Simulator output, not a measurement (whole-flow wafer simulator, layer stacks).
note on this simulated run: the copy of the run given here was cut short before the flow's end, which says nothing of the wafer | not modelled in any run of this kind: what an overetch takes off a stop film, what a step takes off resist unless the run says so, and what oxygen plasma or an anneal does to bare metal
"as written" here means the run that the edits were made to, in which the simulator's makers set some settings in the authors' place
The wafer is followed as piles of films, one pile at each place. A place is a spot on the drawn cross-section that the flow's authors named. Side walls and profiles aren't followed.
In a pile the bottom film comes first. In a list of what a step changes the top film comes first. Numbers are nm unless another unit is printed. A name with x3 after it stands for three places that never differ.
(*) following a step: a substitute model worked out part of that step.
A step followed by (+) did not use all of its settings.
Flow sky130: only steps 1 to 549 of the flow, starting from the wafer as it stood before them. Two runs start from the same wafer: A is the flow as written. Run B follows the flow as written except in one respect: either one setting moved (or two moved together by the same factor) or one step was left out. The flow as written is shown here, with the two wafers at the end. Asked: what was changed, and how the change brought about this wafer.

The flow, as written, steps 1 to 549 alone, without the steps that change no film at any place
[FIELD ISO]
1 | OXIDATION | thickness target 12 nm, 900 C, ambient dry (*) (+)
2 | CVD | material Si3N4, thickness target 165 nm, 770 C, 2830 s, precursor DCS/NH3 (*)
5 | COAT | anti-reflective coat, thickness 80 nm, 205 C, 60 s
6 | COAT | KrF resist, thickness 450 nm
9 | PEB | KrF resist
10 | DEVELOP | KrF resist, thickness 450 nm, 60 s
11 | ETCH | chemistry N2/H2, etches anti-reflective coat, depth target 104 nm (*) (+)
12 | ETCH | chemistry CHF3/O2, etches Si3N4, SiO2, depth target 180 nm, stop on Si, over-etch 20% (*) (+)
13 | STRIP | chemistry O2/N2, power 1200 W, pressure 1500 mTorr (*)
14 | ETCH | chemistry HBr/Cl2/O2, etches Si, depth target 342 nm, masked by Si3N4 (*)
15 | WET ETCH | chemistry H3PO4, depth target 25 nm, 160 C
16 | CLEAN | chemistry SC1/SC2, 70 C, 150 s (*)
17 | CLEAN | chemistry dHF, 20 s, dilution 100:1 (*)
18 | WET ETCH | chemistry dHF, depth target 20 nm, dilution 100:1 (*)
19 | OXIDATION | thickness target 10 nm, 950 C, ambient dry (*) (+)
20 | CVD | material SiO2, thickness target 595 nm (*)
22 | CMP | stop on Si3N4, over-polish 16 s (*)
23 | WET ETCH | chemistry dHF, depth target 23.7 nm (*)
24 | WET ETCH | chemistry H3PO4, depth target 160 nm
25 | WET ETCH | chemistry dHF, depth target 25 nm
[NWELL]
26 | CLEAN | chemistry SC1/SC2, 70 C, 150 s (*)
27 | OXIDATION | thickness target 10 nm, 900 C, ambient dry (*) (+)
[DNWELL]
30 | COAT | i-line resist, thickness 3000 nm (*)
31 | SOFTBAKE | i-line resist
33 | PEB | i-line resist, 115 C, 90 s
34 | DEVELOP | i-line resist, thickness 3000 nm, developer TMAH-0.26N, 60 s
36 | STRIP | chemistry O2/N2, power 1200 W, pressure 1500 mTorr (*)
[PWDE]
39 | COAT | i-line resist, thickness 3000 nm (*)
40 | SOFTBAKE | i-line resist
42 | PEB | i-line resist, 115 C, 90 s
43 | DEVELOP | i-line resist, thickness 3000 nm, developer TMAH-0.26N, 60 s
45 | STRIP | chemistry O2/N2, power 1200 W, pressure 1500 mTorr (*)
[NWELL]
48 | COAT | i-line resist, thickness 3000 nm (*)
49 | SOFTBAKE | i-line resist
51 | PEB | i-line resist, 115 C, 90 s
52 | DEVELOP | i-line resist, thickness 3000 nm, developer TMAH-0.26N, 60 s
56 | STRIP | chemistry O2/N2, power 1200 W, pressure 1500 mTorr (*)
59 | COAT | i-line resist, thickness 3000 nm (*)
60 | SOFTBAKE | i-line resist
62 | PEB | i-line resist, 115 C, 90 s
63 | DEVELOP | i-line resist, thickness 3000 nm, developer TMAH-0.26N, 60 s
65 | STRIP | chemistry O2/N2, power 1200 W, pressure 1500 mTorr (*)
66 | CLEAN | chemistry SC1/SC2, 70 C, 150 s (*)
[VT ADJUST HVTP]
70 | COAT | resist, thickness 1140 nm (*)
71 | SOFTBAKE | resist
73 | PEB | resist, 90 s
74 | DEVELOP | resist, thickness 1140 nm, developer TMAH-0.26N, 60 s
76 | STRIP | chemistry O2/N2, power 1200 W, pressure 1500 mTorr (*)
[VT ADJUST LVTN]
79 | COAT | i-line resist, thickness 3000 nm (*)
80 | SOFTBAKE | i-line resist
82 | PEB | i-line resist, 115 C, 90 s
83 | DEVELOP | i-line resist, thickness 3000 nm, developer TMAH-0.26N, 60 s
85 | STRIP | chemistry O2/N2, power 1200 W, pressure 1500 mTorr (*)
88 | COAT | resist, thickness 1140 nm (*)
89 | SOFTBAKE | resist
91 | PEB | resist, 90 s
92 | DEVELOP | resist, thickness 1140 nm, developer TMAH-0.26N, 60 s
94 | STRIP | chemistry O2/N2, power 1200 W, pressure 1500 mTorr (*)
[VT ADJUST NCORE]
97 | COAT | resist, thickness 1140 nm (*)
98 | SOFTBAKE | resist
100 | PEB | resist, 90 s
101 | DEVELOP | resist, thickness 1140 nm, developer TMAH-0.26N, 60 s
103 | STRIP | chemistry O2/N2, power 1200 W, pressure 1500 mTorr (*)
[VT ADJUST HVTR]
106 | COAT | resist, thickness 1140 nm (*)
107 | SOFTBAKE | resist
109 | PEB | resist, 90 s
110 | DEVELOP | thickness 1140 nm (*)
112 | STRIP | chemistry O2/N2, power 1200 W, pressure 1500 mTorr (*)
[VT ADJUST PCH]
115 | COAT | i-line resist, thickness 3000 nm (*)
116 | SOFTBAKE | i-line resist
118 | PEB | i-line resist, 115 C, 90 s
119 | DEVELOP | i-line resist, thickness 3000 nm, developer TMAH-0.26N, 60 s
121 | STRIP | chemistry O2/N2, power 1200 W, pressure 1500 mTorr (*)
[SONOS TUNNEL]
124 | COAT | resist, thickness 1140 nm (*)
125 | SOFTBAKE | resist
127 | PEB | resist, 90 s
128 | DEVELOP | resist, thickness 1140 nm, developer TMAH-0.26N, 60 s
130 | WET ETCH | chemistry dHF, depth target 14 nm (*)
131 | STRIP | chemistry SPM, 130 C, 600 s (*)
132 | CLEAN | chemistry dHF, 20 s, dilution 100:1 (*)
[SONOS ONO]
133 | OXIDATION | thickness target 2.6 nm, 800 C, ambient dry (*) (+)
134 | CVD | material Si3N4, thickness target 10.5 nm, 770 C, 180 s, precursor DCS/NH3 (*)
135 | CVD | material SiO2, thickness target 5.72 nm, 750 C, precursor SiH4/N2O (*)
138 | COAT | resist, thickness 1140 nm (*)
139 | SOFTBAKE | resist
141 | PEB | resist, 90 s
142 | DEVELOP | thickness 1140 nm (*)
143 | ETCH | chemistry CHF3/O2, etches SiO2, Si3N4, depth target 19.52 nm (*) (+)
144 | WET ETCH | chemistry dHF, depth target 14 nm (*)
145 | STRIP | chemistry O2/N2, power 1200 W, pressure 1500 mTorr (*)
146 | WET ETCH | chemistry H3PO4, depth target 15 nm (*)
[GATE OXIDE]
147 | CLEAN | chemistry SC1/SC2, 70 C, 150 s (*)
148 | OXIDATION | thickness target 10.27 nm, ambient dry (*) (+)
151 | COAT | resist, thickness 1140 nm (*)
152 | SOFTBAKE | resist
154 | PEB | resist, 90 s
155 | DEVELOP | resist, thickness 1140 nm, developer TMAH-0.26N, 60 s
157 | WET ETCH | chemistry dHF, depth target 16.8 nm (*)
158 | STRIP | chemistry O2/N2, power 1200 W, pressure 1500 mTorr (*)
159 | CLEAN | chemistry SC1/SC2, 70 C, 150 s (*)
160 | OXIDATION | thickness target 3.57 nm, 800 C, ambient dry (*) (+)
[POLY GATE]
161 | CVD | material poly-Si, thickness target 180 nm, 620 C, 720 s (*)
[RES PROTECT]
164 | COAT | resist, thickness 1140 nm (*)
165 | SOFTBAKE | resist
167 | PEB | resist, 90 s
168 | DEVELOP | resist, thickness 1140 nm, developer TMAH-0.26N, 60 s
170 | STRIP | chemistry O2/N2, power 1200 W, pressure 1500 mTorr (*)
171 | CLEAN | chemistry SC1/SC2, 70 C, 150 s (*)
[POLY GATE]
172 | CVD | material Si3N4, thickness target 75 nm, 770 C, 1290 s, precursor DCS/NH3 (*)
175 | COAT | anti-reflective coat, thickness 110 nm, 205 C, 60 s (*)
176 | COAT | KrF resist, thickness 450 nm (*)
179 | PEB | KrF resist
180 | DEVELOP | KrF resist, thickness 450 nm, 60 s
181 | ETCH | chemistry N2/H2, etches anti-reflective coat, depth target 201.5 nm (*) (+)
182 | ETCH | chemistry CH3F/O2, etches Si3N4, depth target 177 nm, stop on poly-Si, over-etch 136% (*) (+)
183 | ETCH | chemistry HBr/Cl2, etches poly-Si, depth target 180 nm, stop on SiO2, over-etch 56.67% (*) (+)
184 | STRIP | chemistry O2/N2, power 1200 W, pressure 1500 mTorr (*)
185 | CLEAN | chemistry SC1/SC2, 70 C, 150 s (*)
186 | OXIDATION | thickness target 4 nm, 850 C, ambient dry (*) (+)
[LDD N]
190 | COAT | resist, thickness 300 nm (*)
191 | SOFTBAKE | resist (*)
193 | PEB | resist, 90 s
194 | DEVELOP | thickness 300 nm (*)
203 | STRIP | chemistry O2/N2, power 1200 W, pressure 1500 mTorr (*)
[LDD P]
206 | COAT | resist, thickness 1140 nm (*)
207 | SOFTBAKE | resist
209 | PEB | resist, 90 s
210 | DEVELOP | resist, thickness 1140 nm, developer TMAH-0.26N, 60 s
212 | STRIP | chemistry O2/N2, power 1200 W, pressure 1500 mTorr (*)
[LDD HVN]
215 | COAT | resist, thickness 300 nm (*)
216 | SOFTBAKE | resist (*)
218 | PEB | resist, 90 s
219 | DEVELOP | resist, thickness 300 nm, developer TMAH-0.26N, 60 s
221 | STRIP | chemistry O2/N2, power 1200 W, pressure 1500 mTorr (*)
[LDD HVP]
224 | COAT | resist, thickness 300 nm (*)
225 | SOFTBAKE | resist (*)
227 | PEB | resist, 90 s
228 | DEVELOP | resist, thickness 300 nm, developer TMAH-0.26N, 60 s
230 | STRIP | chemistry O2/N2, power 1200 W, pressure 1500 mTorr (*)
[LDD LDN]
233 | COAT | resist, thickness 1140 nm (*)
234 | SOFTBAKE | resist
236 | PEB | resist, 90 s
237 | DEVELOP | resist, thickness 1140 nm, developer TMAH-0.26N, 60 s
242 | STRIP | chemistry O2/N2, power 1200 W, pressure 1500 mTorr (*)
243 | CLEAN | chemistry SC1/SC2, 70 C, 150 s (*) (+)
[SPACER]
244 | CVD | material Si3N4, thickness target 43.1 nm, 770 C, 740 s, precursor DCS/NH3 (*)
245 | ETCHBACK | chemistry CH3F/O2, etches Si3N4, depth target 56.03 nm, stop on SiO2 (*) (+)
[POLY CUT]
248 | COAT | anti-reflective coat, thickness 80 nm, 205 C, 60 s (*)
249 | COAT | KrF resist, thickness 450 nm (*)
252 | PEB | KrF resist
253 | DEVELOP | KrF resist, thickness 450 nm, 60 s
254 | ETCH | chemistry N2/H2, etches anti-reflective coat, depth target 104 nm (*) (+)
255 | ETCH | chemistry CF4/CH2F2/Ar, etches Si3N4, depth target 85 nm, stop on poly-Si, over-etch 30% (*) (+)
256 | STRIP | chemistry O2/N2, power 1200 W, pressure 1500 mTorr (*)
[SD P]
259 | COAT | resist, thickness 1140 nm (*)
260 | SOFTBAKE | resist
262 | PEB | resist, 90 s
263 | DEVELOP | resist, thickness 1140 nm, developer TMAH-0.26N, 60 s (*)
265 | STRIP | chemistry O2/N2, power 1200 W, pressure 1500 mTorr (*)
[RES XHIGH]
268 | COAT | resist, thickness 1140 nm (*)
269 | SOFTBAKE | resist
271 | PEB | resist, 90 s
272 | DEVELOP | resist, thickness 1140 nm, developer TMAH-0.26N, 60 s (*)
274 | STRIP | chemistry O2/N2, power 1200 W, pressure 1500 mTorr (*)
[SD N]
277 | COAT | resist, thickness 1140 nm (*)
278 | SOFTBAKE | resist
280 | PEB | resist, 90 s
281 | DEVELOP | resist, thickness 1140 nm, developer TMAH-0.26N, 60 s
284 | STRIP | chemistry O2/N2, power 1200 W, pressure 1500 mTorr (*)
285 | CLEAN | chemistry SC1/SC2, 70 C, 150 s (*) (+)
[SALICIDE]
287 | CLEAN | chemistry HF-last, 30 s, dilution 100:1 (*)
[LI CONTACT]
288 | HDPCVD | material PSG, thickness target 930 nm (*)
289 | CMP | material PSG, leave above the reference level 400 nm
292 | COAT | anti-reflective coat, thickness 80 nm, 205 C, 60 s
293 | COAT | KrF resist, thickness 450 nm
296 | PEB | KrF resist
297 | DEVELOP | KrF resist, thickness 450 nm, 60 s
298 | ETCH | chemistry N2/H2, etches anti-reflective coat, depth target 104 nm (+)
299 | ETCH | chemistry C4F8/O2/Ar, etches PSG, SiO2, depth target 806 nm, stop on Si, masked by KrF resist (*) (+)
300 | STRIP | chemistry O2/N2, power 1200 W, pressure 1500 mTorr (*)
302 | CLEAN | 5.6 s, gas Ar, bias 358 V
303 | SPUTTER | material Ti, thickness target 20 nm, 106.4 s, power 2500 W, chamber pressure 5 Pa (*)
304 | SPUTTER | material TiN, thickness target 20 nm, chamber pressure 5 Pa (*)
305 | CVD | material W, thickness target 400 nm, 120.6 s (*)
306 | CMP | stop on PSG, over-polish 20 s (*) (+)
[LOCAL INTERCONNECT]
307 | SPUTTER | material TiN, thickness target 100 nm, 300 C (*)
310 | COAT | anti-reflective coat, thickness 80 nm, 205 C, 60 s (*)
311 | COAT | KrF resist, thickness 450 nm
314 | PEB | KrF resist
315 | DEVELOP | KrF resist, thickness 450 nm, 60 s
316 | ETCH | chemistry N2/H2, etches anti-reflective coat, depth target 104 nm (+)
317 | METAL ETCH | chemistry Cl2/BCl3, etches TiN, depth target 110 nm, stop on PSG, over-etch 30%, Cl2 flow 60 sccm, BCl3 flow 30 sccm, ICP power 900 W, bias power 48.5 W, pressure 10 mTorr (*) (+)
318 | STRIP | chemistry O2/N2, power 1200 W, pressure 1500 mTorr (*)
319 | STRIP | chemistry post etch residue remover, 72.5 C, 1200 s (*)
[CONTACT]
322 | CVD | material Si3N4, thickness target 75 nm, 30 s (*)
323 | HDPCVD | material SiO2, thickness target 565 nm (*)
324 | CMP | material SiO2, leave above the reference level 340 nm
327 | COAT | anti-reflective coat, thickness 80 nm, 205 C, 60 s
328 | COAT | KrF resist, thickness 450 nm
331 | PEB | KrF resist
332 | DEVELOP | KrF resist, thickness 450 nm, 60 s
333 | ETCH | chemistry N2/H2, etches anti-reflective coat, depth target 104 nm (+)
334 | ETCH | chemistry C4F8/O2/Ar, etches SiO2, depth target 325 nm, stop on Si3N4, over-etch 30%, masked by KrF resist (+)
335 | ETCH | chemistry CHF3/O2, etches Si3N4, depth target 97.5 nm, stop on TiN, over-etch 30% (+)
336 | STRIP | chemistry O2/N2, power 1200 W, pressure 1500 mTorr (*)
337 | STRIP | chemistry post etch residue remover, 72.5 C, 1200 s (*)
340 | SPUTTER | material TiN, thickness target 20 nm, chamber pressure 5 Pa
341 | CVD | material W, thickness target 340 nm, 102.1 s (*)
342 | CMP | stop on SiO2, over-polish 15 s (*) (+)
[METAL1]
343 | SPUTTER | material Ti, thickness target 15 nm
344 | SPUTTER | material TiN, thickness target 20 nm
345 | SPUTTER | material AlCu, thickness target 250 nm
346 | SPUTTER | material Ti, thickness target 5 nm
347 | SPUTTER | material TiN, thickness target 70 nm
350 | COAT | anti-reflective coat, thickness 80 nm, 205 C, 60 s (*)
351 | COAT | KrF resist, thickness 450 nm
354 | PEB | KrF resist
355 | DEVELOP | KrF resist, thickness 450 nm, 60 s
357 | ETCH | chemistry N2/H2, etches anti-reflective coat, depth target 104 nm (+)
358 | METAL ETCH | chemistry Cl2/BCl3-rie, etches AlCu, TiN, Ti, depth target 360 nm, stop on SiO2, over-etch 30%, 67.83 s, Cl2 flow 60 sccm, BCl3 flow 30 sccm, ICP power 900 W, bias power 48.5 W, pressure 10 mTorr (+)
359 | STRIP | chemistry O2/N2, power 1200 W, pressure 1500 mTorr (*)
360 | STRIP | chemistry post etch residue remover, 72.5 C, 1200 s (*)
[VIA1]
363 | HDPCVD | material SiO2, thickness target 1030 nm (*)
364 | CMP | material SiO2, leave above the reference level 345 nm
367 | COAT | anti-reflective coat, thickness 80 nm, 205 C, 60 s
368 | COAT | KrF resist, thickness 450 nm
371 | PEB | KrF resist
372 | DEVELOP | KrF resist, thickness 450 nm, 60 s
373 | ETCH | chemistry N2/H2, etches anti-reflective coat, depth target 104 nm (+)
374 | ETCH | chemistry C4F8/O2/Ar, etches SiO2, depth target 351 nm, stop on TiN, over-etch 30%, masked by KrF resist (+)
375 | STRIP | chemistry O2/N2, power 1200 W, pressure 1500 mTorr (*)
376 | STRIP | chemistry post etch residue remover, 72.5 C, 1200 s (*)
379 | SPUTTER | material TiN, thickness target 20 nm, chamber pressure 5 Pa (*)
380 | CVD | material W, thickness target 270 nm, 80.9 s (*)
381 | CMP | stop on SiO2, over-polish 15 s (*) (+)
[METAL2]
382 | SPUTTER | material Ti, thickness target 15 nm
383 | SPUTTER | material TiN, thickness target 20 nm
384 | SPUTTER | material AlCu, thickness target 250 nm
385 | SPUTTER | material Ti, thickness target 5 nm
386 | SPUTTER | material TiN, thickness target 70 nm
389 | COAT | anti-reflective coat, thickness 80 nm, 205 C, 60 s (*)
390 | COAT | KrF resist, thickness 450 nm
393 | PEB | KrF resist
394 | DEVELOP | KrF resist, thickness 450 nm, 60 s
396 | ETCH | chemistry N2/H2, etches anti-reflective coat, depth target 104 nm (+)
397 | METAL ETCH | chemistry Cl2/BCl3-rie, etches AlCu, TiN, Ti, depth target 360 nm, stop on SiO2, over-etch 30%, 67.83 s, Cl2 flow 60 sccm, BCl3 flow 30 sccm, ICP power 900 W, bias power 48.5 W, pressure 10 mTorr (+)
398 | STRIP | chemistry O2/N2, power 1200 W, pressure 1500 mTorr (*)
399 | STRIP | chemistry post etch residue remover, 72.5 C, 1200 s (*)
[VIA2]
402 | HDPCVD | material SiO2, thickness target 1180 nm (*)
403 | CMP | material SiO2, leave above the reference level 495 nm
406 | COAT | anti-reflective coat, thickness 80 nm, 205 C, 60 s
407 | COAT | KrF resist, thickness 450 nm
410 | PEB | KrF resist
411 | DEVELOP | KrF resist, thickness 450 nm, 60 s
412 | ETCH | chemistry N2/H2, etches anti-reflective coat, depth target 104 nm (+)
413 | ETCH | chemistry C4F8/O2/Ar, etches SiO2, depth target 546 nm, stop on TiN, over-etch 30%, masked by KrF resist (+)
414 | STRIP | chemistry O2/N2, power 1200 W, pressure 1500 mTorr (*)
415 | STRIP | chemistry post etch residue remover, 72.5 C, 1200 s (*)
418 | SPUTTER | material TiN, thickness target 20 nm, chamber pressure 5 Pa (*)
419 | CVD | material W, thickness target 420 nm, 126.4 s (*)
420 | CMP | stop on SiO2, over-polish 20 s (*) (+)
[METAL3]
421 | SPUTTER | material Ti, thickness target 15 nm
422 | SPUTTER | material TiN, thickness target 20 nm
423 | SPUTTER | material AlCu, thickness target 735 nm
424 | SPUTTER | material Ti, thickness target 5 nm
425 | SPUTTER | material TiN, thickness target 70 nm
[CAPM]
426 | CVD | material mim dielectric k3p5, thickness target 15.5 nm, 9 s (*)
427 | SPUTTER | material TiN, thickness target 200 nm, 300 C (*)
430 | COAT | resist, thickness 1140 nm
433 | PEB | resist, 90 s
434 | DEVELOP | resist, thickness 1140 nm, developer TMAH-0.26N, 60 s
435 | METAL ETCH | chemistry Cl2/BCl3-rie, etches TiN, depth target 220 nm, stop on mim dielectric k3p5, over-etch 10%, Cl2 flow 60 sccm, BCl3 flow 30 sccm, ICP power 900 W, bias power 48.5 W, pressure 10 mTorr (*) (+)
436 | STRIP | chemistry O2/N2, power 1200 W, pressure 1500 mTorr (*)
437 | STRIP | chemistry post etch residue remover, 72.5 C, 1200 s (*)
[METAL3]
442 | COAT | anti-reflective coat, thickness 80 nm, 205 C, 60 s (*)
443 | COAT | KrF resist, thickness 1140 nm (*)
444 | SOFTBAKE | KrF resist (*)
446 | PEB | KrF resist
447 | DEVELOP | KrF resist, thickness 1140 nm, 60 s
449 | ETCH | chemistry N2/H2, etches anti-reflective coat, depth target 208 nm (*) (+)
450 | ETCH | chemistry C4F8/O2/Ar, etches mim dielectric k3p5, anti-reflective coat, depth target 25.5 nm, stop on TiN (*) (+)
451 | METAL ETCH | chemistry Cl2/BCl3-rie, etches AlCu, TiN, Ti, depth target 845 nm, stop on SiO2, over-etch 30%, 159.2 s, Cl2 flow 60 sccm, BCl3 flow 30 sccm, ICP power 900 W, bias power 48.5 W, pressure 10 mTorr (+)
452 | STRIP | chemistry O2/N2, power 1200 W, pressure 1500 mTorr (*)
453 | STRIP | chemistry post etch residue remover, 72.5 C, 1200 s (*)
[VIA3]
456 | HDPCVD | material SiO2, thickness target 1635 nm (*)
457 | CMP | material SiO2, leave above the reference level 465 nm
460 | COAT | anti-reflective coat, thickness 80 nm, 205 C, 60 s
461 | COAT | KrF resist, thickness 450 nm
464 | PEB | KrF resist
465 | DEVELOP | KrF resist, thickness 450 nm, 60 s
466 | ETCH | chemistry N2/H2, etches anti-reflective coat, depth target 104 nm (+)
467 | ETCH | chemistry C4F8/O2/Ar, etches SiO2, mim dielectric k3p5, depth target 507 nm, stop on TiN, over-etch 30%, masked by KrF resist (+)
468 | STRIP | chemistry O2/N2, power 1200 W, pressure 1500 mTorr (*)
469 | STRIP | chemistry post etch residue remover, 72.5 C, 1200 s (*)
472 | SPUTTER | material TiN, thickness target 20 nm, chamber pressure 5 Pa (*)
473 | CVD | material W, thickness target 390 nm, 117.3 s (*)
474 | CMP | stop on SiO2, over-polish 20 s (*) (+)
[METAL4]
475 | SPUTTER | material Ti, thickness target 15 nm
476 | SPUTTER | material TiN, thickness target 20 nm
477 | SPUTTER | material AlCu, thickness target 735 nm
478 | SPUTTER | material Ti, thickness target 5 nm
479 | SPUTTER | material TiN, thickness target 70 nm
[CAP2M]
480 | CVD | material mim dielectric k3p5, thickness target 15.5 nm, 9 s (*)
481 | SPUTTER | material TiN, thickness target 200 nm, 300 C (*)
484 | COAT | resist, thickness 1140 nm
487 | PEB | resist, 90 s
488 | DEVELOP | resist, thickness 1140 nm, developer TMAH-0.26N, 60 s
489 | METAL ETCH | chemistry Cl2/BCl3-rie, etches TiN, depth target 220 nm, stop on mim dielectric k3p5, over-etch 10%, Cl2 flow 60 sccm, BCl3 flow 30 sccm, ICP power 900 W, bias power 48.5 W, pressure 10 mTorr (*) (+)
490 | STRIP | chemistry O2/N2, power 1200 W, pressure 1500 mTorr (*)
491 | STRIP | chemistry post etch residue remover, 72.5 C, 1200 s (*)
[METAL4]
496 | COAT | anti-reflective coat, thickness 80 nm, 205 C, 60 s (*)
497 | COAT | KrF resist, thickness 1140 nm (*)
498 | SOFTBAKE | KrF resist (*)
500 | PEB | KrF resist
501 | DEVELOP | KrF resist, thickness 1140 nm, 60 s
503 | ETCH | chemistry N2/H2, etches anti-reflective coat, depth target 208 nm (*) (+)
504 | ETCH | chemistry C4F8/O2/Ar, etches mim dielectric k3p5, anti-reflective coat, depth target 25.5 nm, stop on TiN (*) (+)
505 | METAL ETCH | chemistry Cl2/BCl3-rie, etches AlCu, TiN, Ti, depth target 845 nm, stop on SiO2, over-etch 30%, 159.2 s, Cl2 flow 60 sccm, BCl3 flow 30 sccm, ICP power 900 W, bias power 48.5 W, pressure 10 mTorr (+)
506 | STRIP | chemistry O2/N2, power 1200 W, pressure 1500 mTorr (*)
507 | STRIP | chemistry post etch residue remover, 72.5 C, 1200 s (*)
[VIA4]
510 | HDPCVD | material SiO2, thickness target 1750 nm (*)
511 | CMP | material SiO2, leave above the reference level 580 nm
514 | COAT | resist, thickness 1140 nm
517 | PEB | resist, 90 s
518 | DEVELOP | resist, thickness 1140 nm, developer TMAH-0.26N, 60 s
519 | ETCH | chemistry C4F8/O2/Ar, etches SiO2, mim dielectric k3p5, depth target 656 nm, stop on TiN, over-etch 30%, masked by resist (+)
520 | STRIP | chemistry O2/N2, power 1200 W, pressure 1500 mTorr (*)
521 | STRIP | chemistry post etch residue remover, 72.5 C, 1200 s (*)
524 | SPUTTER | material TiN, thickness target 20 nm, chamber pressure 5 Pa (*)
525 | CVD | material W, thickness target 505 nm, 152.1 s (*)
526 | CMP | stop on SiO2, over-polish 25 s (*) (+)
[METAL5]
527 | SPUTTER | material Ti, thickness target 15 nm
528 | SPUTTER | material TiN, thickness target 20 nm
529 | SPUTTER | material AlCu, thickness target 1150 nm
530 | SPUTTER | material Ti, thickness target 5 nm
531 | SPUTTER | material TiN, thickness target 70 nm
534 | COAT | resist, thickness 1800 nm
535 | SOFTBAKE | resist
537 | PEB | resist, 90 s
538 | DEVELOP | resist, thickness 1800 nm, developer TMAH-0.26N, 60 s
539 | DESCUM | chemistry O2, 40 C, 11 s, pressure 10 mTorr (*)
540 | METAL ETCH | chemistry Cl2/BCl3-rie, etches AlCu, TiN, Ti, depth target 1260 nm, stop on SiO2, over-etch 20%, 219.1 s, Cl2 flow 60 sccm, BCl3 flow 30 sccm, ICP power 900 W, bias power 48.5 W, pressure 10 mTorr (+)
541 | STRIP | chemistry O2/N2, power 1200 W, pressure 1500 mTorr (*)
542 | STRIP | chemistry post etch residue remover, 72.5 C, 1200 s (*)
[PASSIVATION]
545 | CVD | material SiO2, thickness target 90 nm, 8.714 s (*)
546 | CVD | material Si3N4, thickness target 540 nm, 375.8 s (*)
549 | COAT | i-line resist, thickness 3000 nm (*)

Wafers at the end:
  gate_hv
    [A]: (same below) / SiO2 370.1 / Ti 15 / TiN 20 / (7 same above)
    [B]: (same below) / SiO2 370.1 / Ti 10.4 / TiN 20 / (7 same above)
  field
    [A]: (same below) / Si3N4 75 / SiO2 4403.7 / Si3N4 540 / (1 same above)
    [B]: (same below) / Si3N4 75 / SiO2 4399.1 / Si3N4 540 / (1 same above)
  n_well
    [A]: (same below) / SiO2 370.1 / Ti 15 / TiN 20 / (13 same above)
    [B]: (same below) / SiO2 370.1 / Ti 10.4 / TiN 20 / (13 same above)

Cause: step 475, SPUTTER: thickness target 10.4 nm was run, whereas the flow has thickness target 15 nm.
The wafer lets one read it off: gate_hv has Ti 10.4, and step 475 as written asks for 15 nm.

The path from the change to this, step by step:
  475 | SPUTTER | material Ti, thickness target 15 nm
      field, active, n_well and 189 more: A +15 Ti (new film) | B +10.4 Ti (new film)
  505 | METAL ETCH | chemistry Cl2/BCl3-rie, etches AlCu, TiN, Ti, depth target 845 nm, stop on SiO2, over-etch 30%, 159.2 s, Cl2 flow 60 sccm, BCl3 flow 30 sccm, ICP power 900 W, bias power 48.5 W, pressure 10 mTorr (+)
      field, active, gate and 70 more: A -70 TiN (all of it), -5 Ti (all of it), -735 AlCu (all of it), -20 TiN (all of it), -15 Ti (all of it), -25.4 SiO2 | B -70 TiN (all of it), -5 Ti (all of it), -735 AlCu (all of it), -20 TiN (all of it), -10.4 Ti (all of it), -25.8 SiO2
      vpp_iso1, mim_edge_plate, m1_ln and 12 more: A -70 TiN (all of it), -5 Ti (all of it), -735 AlCu (all of it), -20 TiN (all of it), -15 Ti (all of it), -25.3 SiO2 | B -70 TiN (all of it), -5 Ti (all of it), -735 AlCu (all of it), -20 TiN (all of it), -10.4 Ti (all of it), -25.8 SiO2
